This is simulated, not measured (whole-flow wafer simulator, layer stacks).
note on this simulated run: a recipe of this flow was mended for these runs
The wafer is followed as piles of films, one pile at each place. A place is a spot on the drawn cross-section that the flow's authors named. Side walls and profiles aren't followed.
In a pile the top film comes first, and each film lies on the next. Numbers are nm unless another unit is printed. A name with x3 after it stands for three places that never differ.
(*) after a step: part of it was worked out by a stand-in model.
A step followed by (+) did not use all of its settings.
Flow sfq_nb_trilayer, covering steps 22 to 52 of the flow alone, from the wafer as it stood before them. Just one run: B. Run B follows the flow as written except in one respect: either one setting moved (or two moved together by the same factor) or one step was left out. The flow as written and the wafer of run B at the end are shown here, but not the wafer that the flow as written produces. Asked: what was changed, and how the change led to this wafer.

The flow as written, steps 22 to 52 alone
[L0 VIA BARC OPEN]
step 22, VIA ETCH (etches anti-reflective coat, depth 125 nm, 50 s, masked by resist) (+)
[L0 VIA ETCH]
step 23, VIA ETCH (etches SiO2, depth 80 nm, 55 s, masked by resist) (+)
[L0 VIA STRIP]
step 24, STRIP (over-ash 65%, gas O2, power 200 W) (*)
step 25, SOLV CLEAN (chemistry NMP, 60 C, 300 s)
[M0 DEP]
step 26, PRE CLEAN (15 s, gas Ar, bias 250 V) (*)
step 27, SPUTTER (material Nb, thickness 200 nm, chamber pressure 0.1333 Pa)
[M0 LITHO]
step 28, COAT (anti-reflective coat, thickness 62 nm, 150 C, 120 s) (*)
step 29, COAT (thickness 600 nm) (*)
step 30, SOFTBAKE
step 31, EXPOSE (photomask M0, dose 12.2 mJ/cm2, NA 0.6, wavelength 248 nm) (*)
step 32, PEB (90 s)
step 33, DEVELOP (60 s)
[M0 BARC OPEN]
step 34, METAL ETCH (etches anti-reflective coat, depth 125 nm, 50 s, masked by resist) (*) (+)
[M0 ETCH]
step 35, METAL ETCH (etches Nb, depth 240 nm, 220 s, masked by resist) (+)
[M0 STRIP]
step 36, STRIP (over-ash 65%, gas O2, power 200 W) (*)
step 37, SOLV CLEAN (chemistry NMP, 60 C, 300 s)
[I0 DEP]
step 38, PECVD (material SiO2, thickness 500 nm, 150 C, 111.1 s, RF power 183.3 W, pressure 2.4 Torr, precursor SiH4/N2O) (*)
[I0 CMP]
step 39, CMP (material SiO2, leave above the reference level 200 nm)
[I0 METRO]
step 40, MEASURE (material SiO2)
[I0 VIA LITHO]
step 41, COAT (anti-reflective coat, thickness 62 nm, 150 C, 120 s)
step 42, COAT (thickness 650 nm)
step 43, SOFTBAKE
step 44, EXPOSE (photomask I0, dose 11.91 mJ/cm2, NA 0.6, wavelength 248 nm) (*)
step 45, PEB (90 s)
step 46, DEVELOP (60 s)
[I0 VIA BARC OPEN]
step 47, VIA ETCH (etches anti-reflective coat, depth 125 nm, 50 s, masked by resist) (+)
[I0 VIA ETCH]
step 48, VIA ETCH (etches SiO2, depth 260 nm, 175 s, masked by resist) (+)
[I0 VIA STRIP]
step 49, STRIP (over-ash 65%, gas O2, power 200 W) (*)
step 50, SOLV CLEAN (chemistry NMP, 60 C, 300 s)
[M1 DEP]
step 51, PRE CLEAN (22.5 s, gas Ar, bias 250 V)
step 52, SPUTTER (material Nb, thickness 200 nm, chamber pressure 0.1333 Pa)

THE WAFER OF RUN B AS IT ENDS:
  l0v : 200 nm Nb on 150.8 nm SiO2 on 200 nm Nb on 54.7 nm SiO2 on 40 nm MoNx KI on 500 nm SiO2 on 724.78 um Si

Cause: step 23, VIA ETCH: etches SiO2, depth 80 nm, 55 s, masked by resist (+), was omitted.

The path from the change to this, step by step:
  step 24, STRIP (over-ash 65%, gas O2, power 200 W) (*)
      p4_fl x71, m0r_space_l x2: -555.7 KrF-resist-other-grade (all of it), -62 anti-reflective coat (all of it) (in the flow as written it would be: -541.9 KrF-resist-other-grade (all of it), -62 anti-reflective coat (all of it))
      gap, jj_sur, ce_l, r_sur, res: -561.7 KrF-resist-other-grade (all of it), -63.8 anti-reflective coat (all of it) (in the flow as written it would be: -547.9 KrF-resist-other-grade (all of it), -63.8 anti-reflective coat (all of it))
      (and at 27 other places as well)
  step 26, PRE CLEAN (15 s, gas Ar, bias 250 V) (*)
      l0v: -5 SiO2 (in the flow as written it would be: -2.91 MoNx KI)
  step 27, SPUTTER (material Nb, thickness 200 nm, chamber pressure 0.1333 Pa)
      l0v: +200 Nb (new film) (in the flow as written it would be: +195.4 Nb (new film))
  step 28, COAT (anti-reflective coat, thickness 62 nm, 150 C, 120 s) (*)
      lsp_m: +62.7 anti-reflective coat (new film) (in the flow as written it would be: +64.2 anti-reflective coat (new film))
      ln_m6: +65.2 anti-reflective coat (new film) (in the flow as written it would be: +67.9 anti-reflective coat (new film))
      (and at 3 other places as well)
  step 29, COAT (thickness 600 nm) (*)
      l0v: +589 KrF-resist-other-grade (new film) (in the flow as written it would be: +609.5 KrF-resist-other-grade (new film))
  step 36, STRIP (over-ash 65%, gas O2, power 200 W) (*)
      lsp_m: -373.8 KrF-resist-other-grade (all of it), -62.7 anti-reflective coat (all of it) (in the flow as written it would be: -371.9 KrF-resist-other-grade (all of it), -64.2 anti-reflective coat (all of it))
      ln_m6: -374.1 KrF-resist-other-grade (all of it), -65.2 anti-reflective coat (all of it) (in the flow as written it would be: -369.9 KrF-resist-other-grade (all of it), -67.9 anti-reflective coat (all of it))
      (and at 3 other places as well)
  step 39, CMP (material SiO2, leave above the reference level 200 nm)
      l0v: -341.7 SiO2 (in the flow as written it would be: -277.4 SiO2)
With metal films that touch counted as one body, l0v has 3 bodies (between them, from the top down: SiO2 150.8; SiO2 54.7); the flow as written gives 2 bodies (between them, from the top down: SiO2 215.1).
